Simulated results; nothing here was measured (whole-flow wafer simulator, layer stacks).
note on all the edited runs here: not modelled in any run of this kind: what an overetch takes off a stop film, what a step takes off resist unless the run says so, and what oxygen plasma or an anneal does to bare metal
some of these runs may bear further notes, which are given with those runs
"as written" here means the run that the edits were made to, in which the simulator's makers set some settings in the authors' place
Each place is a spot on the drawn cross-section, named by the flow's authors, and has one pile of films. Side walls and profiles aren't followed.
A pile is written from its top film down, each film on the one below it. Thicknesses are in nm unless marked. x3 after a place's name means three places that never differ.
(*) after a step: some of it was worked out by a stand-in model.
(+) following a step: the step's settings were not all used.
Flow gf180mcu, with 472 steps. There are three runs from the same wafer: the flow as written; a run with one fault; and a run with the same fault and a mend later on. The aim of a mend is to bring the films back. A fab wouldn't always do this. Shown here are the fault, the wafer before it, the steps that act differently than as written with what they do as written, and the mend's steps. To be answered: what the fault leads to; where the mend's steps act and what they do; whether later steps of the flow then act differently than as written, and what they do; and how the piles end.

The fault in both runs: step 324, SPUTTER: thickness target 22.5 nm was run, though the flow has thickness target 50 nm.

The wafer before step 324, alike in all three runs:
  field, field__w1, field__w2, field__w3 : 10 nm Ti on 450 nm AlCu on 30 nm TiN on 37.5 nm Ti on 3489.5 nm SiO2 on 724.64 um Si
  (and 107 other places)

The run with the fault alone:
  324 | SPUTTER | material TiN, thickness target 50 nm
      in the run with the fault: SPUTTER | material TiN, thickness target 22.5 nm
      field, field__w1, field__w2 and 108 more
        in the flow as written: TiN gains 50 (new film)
        in the run with the fault: TiN gains 22.5 (new film)
  Steps later in the flow that act otherwise than as written (2 other steps are not shown; they differ only slightly, by no more than 2% or 0.5 nm, whichever is larger):
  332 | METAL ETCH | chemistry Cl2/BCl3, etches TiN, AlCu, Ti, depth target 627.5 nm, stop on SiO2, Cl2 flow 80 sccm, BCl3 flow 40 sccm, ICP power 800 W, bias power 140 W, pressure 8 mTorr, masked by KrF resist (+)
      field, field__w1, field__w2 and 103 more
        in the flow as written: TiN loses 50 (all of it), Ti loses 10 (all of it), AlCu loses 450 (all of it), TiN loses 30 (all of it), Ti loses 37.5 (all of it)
        in the run with the fault: TiN loses 22.5 (all of it), Ti loses 10 (all of it), AlCu loses 450 (all of it), TiN loses 30 (all of it), Ti loses 37.5 (all of it)
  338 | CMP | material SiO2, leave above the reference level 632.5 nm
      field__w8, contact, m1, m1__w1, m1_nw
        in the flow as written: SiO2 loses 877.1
        in the run with the fault: SiO2 loses 849.6
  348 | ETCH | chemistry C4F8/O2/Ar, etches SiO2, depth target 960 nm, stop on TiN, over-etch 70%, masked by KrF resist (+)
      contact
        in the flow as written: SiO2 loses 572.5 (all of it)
        in the run with the fault: SiO2 loses 600 (all of it)
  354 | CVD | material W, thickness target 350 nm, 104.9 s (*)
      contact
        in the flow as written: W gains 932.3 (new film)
        in the run with the fault: W gains 960 (new film)
  At field__w8, contact, m1, m1__w1, m1_nw, the piles at the end differ from the flow's by more than 2% or 0.5 nm, whichever is larger.
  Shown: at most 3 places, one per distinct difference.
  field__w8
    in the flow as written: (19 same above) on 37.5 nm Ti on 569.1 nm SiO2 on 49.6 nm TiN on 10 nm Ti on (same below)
    in the run with the fault: (19 same above) on 37.5 nm Ti on 596.6 nm SiO2 on 22.1 nm TiN on 10 nm Ti on (same below)
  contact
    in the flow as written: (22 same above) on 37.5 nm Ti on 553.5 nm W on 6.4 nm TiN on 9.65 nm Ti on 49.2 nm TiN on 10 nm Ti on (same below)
    in the run with the fault: (22 same above) on 37.5 nm Ti on 581.3 nm W on 6.3 nm TiN on 9.5 nm Ti on 21.7 nm TiN on 10 nm Ti on (same below)

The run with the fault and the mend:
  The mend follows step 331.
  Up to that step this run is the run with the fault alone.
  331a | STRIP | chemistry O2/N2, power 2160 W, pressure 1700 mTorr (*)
      field__w8, contact, m1, m1__w1, m1_nw
        KrF resist loses 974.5 (all of it)
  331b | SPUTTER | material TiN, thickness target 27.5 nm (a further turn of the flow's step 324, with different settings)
      field, field__w1, field__w2 and 108 more
        TiN gains 27.5
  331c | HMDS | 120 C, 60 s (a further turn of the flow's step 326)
      leaves every film unchanged at each place that is followed
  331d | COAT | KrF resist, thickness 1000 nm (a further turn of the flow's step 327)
      field, field__w1, field__w2 and 108 more
        KrF resist gains 1000 (new film)
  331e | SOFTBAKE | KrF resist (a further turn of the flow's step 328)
      leaves every film unchanged at each place that is followed
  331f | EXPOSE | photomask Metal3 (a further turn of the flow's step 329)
      leaves every film unchanged at each place that is followed
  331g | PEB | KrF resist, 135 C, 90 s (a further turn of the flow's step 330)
      field, field__w1, field__w2 and 108 more
        KrF resist loses 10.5
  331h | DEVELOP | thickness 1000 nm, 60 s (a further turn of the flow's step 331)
      field, field__w1, field__w2 and 103 more
        KrF resist loses 989.5 (all of it)
      field__w8, contact, m1, m1__w1, m1_nw
        KrF resist loses 14.9
  Later steps of the flow that are run all act as written at every place that is followed.
  At every place that both follow, the piles at the end match the flow's.
